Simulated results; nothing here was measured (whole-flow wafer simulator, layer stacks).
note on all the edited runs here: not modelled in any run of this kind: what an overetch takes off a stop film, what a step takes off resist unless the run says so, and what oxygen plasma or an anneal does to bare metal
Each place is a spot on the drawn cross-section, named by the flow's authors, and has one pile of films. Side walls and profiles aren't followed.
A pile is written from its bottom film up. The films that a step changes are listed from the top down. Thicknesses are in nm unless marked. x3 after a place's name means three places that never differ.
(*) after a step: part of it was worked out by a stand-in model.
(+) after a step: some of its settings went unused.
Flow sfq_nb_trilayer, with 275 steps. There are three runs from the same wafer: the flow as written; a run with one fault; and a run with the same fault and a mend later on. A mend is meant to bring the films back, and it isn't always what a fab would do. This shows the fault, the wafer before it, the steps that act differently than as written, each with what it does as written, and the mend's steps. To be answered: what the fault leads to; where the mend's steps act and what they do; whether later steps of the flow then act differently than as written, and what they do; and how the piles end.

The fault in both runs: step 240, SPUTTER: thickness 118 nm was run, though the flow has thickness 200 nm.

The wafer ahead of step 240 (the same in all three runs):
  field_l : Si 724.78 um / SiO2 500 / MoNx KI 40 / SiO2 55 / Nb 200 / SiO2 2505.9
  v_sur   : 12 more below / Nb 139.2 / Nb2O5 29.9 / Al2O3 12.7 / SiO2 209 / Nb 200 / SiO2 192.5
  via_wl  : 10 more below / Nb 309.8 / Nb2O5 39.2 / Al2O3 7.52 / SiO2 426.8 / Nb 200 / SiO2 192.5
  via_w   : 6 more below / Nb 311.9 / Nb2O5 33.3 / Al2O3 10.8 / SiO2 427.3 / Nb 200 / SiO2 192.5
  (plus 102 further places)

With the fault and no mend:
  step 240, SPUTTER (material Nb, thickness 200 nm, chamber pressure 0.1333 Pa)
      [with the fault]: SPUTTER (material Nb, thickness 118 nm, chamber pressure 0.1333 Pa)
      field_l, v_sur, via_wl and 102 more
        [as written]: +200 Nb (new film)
        [with the fault]: +118 Nb (new film)
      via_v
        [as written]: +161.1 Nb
        [with the fault]: +94.9 Nb
  Steps later in the flow that act otherwise than as written (3 other steps are not shown; they differ only slightly, by no more than 2% or 0.5 nm, whichever is larger):
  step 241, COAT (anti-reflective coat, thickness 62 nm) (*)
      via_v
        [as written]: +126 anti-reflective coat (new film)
        [with the fault]: +121.4 anti-reflective coat (new film)
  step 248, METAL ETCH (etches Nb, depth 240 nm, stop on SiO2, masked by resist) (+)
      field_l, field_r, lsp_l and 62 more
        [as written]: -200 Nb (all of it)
        [with the fault]: -118 Nb (all of it)
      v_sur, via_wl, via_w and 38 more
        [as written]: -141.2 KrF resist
        [with the fault]: -104.1 KrF resist
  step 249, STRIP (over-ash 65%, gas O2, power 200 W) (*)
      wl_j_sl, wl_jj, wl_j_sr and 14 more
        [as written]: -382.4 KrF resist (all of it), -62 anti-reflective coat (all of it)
        [with the fault]: -419.4 KrF resist (all of it), -62 anti-reflective coat (all of it)
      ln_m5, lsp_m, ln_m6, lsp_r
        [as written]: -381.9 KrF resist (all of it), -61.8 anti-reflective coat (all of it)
        [with the fault]: -419 KrF resist (all of it), -61.8 anti-reflective coat (all of it)
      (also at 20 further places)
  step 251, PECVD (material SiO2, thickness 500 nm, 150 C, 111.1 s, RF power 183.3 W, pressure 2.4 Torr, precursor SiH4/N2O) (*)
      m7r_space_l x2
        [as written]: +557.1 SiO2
        [with the fault]: +500 SiO2
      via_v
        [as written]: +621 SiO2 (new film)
        [with the fault]: +596.2 SiO2 (new film)
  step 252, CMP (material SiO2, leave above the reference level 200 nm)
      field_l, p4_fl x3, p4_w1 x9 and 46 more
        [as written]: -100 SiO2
        [with the fault]: -182 SiO2
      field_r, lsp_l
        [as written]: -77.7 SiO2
        [with the fault]: -168.8 SiO2
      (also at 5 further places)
  By the end, the piles at field_l, v_sur, via_wl and 103 more depart from the flow's by more than 2% or 0.5 nm, whichever is larger.
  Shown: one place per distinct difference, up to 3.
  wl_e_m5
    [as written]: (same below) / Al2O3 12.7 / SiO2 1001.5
    [with the fault]: (same below) / Al2O3 12.7 / SiO2 919.5
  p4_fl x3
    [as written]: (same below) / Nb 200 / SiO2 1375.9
    [with the fault]: (same below) / Nb 200 / SiO2 1293.9
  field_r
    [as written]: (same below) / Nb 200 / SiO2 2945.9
    [with the fault]: (same below) / Nb 200 / SiO2 2863.9

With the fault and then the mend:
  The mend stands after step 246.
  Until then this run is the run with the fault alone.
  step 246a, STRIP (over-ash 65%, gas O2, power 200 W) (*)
      p4_fl x3, p4_w1 x9, p4_g1 x2 and 46 more
        -62 anti-reflective coat (all of it)
      wl_j_sl, wl_jj, wl_j_sr and 14 more
        -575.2 KrF resist (all of it), -62 anti-reflective coat (all of it)
      field_r, lsp_l, l0_sur, l0v
        -61.8 anti-reflective coat (all of it)
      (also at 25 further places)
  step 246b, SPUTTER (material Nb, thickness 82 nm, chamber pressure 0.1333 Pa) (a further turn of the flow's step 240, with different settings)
      field_l, v_sur, via_wl and 102 more
        +82 Nb
      via_v
        +62.8 Nb
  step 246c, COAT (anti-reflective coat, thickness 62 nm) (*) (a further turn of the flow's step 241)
      p4_fl x3, p4_w1 x9, p4_g1 x2 and 63 more
        +62 anti-reflective coat (new film)
      field_r, lsp_l, ln_m5, lsp_m, ln_m6, lsp_r, l0_sur, l0v
        +61.8 anti-reflective coat (new film)
      be_r, r_sur, res, r_end, moat
        +61.7 anti-reflective coat (new film)
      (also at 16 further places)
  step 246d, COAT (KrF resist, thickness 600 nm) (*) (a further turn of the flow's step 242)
      p4_fl x3, p4_w1 x9, p4_g1 x2 and 63 more
        +600 KrF resist (new film)
      field_r, lsp_l, ln_m5, lsp_m, ln_m6, l0v
        +599.5 KrF resist (new film)
      r_end, moat
        +599.4 KrF resist (new film)
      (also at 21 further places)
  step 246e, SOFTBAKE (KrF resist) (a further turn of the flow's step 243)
      does not change any film at any place that is followed
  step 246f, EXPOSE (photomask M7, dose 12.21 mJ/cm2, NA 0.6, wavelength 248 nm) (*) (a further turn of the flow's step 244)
      does not change any film at any place that is followed
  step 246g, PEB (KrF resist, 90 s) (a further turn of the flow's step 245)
      field_l, v_sur, via_wl and 97 more
        -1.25 KrF resist
      via_w, via_wr, wire, be
        -1.24 KrF resist
      via_sp
        -1.23 KrF resist
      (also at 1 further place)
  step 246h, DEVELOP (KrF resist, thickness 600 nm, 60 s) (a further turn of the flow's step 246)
      p4_fl x3, p4_w1 x9, p4_g1 x2 and 46 more
        -598.7 KrF resist (all of it)
      v_sur, via_wl, via_w and 38 more
        -23.5 KrF resist
      field_r, lsp_l
        -598.2 KrF resist (all of it)
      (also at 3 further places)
  None of the later steps of the flow differs from how it acts as written, at any place that is followed, by more than 2% or 0.5 nm, whichever is larger.
  At the end the piles are close to the flow's at the places that both follow, differing by at most 2% or 0.5 nm, whichever is larger.
